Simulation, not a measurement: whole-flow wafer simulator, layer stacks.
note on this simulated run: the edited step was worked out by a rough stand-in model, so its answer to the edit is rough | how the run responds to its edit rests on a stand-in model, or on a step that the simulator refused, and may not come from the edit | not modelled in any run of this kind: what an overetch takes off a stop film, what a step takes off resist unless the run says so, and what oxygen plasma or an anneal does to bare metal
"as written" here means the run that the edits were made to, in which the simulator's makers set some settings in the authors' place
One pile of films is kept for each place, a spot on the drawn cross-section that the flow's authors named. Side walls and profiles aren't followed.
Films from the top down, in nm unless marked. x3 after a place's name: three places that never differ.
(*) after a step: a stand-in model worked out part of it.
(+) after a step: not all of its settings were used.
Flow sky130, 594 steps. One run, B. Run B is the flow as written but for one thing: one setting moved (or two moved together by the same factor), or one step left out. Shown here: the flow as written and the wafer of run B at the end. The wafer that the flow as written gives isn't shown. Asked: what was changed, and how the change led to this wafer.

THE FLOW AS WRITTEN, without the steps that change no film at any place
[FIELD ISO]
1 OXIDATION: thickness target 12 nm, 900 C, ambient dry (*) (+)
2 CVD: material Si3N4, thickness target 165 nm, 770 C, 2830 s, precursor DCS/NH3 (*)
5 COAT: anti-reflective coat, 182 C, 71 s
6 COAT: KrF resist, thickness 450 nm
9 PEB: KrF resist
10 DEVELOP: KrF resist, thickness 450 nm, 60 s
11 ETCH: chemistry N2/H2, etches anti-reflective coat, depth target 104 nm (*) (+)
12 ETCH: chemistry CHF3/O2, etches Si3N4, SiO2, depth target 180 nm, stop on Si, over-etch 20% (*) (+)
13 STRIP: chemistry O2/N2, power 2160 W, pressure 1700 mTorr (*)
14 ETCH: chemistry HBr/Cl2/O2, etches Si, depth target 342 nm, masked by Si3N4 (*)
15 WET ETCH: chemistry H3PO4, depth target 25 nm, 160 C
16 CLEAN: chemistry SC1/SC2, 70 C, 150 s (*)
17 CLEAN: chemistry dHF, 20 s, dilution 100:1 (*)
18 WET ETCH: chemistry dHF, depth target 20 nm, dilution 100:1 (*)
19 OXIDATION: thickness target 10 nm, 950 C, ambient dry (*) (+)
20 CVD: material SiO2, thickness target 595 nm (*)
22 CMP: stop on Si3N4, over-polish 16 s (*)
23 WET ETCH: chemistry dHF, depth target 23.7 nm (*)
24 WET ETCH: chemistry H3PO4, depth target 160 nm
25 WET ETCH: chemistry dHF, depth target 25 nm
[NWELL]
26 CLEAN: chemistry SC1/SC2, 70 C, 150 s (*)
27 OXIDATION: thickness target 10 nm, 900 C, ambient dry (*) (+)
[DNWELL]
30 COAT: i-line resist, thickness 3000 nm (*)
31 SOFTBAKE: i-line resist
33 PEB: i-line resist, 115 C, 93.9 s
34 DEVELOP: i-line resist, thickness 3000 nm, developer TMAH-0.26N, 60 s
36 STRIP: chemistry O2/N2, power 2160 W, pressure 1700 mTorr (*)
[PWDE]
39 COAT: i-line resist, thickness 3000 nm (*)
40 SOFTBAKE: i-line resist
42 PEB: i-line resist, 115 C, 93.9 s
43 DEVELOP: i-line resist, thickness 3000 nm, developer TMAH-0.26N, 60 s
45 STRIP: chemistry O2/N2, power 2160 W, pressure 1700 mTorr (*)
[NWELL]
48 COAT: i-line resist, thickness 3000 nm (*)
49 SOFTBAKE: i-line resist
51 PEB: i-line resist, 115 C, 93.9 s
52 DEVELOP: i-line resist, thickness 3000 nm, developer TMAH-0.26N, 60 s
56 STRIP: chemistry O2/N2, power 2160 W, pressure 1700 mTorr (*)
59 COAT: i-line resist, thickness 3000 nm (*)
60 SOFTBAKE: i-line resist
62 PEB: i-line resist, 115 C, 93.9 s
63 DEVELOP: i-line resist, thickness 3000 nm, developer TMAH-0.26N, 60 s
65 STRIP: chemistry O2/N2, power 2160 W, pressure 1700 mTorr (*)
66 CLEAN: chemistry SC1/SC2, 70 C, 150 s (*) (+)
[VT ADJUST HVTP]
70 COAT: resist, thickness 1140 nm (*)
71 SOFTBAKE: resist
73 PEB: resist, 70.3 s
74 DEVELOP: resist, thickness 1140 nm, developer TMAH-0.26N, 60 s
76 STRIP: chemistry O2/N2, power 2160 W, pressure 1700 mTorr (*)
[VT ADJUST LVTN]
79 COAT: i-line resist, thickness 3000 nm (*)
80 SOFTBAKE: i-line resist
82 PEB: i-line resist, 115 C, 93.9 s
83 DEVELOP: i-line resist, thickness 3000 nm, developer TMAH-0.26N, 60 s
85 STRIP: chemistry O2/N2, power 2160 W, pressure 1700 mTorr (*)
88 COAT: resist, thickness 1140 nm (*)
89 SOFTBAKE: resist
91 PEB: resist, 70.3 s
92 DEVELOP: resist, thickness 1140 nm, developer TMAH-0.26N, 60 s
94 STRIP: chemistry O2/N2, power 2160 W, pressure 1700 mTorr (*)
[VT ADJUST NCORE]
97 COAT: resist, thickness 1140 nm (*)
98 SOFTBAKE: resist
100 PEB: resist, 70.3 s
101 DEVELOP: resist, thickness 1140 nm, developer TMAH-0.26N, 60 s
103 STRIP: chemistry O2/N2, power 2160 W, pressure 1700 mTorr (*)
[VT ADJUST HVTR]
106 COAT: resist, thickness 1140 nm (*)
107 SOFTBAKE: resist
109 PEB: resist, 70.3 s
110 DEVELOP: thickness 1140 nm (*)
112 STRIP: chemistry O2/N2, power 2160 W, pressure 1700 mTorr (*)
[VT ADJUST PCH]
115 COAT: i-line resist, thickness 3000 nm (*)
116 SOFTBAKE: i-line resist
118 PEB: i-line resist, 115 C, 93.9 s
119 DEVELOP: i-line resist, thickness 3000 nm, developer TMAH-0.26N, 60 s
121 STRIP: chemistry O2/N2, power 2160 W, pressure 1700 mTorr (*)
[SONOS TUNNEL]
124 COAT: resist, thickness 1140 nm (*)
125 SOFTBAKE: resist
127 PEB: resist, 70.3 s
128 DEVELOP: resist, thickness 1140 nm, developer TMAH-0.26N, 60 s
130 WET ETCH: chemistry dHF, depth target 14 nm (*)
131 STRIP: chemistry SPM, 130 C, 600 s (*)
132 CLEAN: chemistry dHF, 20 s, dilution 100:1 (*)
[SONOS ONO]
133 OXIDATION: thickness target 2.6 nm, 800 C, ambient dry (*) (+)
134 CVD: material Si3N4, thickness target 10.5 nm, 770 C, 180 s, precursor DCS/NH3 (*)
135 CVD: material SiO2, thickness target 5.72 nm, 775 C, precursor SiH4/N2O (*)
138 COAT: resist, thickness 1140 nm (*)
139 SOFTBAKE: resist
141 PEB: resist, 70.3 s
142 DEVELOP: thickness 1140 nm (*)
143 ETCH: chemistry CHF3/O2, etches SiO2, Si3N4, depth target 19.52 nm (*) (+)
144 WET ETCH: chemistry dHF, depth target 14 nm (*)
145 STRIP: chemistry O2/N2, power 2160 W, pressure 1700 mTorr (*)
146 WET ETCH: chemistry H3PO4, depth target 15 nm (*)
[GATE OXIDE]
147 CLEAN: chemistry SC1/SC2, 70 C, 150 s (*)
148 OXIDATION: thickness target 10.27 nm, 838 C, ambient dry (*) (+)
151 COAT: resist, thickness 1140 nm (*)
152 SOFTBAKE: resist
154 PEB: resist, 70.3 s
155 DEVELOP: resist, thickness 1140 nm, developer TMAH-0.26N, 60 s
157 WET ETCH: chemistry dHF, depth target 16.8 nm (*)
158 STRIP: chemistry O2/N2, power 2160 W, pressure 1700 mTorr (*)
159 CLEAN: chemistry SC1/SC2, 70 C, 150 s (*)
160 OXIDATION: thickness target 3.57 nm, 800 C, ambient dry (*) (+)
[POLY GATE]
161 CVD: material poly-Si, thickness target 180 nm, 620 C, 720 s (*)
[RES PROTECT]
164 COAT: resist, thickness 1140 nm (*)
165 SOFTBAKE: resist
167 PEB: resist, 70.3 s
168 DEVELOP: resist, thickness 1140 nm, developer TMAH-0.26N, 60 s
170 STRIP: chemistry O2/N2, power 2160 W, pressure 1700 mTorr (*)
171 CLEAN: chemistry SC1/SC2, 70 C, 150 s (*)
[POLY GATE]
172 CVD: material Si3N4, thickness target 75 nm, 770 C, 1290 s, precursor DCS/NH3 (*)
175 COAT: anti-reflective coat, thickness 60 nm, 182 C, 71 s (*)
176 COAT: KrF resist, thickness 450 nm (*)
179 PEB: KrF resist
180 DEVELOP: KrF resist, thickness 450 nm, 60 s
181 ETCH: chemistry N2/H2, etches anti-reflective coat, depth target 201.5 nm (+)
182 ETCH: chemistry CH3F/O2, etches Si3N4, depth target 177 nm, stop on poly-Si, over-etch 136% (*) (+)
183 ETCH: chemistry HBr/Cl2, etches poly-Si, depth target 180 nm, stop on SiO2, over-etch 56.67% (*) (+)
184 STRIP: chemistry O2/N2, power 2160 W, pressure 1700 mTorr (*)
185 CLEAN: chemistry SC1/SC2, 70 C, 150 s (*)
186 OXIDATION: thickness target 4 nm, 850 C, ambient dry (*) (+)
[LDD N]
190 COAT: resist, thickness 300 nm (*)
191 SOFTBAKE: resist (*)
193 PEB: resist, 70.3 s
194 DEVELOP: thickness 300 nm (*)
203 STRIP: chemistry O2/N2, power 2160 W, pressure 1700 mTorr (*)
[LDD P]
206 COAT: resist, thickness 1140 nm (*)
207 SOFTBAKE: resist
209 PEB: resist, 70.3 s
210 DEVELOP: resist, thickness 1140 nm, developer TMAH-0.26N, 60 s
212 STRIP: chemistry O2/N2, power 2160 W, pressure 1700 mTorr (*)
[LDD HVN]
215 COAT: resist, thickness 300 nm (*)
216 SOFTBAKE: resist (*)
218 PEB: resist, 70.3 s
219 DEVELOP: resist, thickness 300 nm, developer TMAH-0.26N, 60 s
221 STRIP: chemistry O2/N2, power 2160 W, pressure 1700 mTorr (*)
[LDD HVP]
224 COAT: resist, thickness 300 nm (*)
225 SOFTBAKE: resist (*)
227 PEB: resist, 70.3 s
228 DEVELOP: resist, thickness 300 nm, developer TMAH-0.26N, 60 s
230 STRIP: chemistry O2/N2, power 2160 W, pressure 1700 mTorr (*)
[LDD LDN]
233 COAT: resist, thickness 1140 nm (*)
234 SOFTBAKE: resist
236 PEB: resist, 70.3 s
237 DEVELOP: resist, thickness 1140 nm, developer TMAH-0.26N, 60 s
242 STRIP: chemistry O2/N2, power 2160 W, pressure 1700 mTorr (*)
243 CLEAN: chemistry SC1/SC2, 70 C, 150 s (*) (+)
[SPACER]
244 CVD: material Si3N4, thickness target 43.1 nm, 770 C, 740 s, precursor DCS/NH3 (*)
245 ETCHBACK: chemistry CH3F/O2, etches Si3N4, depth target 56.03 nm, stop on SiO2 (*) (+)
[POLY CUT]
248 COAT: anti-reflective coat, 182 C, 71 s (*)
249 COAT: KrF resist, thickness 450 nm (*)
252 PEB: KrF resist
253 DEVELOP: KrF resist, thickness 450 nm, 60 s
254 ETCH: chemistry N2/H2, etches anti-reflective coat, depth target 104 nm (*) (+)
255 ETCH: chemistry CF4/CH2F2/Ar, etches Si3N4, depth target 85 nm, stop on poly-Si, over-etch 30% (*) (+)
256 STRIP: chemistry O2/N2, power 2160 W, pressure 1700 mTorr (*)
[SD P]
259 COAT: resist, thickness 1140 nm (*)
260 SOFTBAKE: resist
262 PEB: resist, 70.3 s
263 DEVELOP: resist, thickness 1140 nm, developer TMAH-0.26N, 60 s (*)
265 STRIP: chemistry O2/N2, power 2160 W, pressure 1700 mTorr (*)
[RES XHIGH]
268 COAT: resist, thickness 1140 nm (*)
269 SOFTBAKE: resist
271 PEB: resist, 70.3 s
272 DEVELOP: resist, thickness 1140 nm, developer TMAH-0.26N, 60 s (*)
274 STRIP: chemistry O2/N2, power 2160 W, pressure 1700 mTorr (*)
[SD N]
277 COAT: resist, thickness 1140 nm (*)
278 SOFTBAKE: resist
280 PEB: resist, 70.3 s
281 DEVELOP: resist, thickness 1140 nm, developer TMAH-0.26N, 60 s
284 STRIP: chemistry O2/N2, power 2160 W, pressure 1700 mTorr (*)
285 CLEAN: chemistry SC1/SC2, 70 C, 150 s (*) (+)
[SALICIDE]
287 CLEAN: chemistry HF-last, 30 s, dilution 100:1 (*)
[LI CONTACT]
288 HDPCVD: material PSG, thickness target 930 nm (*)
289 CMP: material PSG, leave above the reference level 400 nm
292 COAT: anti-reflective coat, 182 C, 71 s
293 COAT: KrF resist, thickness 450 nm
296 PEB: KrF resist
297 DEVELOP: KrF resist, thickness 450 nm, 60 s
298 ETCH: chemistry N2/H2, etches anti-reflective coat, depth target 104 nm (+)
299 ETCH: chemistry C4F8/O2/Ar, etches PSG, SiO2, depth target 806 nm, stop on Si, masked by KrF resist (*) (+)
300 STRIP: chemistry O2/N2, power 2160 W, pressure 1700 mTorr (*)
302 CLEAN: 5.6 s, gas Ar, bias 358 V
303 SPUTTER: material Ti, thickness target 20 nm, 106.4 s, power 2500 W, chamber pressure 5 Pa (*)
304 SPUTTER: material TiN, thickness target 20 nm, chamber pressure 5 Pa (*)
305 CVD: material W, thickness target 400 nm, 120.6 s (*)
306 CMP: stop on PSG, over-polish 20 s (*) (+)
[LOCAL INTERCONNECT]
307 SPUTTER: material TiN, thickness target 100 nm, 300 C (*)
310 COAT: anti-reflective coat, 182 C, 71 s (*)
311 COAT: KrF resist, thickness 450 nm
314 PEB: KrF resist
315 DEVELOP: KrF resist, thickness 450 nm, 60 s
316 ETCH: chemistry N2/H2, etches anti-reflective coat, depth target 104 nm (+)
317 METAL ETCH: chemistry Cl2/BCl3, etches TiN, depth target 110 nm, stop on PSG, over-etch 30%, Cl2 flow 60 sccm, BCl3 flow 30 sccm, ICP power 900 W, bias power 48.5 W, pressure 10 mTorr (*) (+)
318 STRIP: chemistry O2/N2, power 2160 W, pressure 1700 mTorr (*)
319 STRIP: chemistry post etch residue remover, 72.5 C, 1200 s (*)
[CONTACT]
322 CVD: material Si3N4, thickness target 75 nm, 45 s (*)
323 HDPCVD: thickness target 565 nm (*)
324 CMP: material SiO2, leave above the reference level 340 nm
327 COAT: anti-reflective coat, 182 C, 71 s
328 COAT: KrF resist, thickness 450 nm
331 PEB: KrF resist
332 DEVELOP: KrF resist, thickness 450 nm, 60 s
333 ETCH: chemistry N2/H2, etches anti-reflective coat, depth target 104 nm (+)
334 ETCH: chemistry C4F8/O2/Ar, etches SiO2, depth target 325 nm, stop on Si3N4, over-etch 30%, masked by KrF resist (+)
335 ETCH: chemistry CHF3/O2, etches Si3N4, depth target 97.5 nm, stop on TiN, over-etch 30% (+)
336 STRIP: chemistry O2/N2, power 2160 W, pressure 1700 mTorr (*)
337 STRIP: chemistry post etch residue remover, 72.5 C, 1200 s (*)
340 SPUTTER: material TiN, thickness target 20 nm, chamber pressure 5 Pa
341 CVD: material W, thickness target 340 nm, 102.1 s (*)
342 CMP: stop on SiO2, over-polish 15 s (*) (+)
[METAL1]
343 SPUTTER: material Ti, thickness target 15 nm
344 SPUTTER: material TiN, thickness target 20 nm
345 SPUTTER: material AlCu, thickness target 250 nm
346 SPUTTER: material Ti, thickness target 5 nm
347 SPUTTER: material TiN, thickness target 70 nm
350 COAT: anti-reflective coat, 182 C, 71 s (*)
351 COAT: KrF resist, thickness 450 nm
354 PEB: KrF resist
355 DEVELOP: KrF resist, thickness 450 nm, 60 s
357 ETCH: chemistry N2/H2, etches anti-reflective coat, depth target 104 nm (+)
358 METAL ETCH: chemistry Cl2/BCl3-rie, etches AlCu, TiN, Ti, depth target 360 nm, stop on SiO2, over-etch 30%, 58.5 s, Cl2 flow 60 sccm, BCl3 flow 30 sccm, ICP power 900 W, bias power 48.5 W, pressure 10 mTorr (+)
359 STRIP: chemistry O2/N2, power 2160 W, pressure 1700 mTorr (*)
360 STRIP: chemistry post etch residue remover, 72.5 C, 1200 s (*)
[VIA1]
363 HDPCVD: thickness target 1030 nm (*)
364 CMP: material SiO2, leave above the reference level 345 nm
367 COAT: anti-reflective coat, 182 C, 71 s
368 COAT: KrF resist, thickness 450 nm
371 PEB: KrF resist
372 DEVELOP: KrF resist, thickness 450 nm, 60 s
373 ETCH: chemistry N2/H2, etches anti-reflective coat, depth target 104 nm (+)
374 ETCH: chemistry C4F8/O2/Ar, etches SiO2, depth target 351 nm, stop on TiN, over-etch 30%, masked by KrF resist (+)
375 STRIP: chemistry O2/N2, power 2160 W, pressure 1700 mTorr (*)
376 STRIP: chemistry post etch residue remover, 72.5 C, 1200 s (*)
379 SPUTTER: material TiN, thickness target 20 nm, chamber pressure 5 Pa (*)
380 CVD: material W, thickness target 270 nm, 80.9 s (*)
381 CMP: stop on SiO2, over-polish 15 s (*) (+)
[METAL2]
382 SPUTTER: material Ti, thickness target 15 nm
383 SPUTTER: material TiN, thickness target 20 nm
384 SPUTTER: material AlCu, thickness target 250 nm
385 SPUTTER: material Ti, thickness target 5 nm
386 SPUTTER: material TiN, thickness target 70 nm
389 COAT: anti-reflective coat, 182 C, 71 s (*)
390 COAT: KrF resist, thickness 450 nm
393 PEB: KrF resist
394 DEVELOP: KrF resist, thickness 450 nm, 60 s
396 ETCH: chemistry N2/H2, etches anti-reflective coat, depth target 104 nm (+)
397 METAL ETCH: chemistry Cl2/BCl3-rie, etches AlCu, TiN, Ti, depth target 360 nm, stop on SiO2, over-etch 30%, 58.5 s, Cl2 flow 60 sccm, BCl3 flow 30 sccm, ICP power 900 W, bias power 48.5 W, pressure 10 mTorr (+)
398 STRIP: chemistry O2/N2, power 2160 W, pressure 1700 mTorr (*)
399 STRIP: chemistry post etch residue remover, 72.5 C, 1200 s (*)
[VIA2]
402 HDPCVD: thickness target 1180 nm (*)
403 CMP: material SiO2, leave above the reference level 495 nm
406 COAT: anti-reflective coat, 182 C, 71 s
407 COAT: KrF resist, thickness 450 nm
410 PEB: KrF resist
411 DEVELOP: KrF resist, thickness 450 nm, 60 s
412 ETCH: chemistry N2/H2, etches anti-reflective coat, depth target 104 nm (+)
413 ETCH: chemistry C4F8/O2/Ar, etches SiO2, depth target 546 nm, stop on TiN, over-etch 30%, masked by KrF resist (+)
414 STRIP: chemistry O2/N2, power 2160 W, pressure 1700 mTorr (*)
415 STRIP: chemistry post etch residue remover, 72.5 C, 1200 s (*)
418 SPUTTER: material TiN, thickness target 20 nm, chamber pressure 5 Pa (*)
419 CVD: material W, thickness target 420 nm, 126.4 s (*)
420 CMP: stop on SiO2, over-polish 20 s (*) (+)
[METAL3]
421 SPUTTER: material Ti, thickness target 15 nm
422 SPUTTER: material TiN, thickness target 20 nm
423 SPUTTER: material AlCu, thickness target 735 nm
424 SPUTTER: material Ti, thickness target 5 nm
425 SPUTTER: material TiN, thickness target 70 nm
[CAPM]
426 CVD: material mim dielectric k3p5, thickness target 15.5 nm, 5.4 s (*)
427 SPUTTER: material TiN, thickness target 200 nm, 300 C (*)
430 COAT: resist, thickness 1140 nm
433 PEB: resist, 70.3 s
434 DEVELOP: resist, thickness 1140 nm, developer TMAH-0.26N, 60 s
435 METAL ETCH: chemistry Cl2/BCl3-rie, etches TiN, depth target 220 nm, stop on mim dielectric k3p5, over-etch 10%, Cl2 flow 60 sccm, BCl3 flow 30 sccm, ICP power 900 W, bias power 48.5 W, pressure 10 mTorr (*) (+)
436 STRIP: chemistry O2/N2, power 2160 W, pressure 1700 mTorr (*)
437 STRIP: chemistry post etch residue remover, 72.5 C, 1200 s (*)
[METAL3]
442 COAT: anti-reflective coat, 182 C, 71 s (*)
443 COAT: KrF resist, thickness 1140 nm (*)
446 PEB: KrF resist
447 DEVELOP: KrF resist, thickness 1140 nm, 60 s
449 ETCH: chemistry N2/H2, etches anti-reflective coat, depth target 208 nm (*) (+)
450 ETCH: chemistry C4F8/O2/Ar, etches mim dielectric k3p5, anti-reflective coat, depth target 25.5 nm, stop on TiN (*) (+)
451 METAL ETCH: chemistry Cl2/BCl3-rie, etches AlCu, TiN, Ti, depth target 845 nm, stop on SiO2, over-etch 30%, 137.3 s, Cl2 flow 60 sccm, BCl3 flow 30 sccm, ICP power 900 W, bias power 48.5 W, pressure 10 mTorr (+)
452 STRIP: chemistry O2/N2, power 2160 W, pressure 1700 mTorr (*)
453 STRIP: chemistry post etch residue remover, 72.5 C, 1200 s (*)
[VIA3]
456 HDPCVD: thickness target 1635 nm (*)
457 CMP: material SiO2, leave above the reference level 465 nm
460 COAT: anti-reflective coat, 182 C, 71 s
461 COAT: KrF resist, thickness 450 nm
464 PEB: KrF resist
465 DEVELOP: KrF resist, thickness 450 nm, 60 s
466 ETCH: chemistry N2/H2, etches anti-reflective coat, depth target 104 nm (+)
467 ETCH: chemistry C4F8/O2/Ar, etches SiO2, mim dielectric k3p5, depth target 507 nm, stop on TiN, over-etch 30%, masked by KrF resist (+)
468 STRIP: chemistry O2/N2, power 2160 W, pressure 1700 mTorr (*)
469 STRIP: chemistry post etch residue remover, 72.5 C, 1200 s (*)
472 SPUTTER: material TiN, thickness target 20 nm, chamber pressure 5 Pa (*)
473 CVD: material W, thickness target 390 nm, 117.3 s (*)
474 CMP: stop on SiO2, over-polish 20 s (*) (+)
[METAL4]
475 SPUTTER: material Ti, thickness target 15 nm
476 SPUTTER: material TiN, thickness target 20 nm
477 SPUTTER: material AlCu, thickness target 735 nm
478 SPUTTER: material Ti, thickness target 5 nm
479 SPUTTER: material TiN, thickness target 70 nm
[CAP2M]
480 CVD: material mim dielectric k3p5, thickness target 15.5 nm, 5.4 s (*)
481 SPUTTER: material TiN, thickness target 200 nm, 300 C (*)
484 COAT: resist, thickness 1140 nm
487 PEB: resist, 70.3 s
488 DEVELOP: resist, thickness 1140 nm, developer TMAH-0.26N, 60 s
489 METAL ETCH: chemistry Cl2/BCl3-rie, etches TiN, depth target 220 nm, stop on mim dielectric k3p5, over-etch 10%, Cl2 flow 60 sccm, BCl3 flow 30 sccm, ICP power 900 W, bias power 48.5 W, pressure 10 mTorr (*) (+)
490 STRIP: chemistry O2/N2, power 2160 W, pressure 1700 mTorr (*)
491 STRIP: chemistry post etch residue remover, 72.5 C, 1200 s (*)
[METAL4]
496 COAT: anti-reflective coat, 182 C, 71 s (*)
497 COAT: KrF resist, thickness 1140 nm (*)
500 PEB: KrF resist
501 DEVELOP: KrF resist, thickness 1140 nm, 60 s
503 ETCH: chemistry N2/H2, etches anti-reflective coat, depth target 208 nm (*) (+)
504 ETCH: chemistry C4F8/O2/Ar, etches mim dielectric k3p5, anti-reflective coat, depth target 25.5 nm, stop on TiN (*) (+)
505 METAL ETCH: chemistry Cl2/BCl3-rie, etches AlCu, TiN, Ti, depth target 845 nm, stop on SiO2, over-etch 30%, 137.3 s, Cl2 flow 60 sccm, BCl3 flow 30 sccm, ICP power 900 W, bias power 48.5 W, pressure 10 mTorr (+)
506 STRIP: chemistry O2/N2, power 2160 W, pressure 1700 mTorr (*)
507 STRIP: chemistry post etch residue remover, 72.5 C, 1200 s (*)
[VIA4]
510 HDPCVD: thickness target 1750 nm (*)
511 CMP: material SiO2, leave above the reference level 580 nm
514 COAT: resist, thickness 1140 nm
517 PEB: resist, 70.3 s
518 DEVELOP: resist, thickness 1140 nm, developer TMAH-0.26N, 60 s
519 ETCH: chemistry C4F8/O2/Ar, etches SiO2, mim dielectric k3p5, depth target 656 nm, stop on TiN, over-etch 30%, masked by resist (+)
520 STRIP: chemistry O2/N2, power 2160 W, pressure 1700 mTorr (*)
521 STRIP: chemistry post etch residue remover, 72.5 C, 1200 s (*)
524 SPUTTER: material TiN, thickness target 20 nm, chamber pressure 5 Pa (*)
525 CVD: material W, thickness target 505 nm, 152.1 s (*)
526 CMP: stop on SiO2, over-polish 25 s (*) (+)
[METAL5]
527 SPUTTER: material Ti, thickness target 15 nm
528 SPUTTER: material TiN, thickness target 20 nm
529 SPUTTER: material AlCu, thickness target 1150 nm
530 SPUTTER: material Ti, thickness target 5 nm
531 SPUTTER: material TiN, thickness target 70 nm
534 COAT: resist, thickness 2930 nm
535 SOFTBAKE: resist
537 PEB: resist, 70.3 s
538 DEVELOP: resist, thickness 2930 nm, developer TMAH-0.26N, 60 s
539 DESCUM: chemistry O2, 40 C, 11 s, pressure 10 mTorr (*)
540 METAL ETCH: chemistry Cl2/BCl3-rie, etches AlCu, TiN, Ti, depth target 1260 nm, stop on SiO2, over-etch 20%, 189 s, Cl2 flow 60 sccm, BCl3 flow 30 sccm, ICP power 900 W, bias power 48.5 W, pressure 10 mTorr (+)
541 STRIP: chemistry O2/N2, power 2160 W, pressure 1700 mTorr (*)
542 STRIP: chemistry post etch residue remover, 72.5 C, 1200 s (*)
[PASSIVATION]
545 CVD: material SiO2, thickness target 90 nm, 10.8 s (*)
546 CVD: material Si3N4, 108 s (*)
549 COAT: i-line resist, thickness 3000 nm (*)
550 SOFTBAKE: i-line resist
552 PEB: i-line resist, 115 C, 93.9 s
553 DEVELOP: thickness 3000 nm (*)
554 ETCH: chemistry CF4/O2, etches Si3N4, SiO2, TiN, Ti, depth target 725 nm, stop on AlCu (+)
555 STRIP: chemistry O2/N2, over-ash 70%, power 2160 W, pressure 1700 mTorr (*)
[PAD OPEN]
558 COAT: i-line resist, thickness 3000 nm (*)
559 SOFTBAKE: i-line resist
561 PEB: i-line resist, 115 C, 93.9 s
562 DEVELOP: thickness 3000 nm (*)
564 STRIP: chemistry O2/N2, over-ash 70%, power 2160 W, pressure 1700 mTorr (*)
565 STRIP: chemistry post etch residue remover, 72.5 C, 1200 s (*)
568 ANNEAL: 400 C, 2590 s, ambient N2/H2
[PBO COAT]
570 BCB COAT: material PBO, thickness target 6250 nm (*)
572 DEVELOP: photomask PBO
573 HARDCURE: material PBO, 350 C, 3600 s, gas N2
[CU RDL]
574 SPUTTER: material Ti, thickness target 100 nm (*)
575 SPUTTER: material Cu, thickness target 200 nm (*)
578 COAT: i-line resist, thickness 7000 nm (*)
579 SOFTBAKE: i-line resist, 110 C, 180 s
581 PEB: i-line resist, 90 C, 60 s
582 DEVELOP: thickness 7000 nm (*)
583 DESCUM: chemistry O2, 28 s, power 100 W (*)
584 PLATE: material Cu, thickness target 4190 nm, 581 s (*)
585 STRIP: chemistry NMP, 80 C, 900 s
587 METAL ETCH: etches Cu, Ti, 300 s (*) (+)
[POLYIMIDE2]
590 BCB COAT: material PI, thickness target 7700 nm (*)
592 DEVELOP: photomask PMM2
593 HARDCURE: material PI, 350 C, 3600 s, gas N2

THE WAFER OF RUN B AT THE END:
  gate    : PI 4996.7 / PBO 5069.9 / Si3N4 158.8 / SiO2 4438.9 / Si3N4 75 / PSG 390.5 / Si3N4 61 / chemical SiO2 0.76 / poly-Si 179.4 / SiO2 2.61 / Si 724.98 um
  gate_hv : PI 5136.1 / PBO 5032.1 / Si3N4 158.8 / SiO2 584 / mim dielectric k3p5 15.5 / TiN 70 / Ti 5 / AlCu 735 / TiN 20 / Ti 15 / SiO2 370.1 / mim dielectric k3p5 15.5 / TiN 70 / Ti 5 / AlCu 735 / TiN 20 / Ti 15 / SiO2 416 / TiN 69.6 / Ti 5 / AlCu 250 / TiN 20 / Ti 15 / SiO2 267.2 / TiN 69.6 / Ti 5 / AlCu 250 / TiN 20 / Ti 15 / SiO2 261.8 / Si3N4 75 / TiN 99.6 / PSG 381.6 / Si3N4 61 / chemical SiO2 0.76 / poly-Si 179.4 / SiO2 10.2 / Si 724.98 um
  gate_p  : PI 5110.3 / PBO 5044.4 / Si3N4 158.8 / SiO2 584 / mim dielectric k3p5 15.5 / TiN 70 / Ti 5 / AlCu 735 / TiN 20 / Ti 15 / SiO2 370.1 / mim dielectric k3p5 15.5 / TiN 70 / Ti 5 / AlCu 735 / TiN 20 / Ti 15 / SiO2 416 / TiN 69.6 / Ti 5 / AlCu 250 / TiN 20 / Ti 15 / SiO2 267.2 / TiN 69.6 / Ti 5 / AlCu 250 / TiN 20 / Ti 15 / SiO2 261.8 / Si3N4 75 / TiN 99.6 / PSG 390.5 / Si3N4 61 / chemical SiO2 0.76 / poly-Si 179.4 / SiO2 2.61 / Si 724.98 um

The cause: step 160, OXIDATION: 720 C was run, where the flow has 800 C.

How the change led to this, step by step:
  160 OXIDATION: thickness target 3.57 nm, 800 C, ambient dry (*) (+)
      active, n_well, p_well and 58 more: SiO2 +2.61 (new film), chemical SiO2 -0.76 (all of it), Si -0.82 (as written it would be: SiO2 +3.57 (new film), chemical SiO2 -0.76 (all of it), Si -1.24)
      gate_hv, m1, pad and 37 more: SiO2 +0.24, Si -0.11 (as written it would be: SiO2 +0.85, Si -0.37)
  161 CVD: material poly-Si, thickness target 180 nm, 620 C, 720 s (*)
      ndiff_dn: poly-Si +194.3 (new film) (as written it would be: poly-Si +215.9 (new film))
  165 SOFTBAKE: resist
      ndiff_dn: resist +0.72 (as written it would be: resist +0.15)
  175 COAT: anti-reflective coat, thickness 60 nm, 182 C, 71 s (*)
      ndiff_dn: anti-reflective coat +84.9 (new film) (as written it would be: anti-reflective coat +69.6 (new film))
      iso_guard_nsd: anti-reflective coat +50.7 (new film) (as written it would be: anti-reflective coat +56.4 (new film))
  181 ETCH: chemistry N2/H2, etches anti-reflective coat, depth target 201.5 nm (+)
      ndiff_dn: anti-reflective coat -84.9 (all of it), Si3N4 -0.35 (as written it would be: anti-reflective coat -69.6 (all of it), Si3N4 -0.54)
      iso_guard_nsd: anti-reflective coat -50.7 (all of it), Si3N4 -0.79 (as written it would be: anti-reflective coat -56.4 (all of it), Si3N4 -0.72)
  183 ETCH: chemistry HBr/Cl2, etches poly-Si, depth target 180 nm, stop on SiO2, over-etch 56.67% (*) (+)
      ndiff_dn: poly-Si -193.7 (all of it), SiO2 -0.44 (as written it would be: poly-Si -215.2 (all of it), SiO2 -0.33)
  184 STRIP: chemistry O2/N2, power 2160 W, pressure 1700 mTorr (*)
      poly_dn: KrF resist -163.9 (all of it), anti-reflective coat -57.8 (all of it) (as written it would be: KrF resist -168.1 (all of it), anti-reflective coat -57.6 (all of it))
  186 OXIDATION: thickness target 4 nm, 850 C, ambient dry (*) (+)
      active, p_well, spacer and 26 more: SiO2 +2.29, Si -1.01 (as written it would be: SiO2 +1.55, Si -0.68)
      ndiff_dn: SiO2 +2.17, Si -0.95 (as written it would be: SiO2 +1.52, Si -0.67)
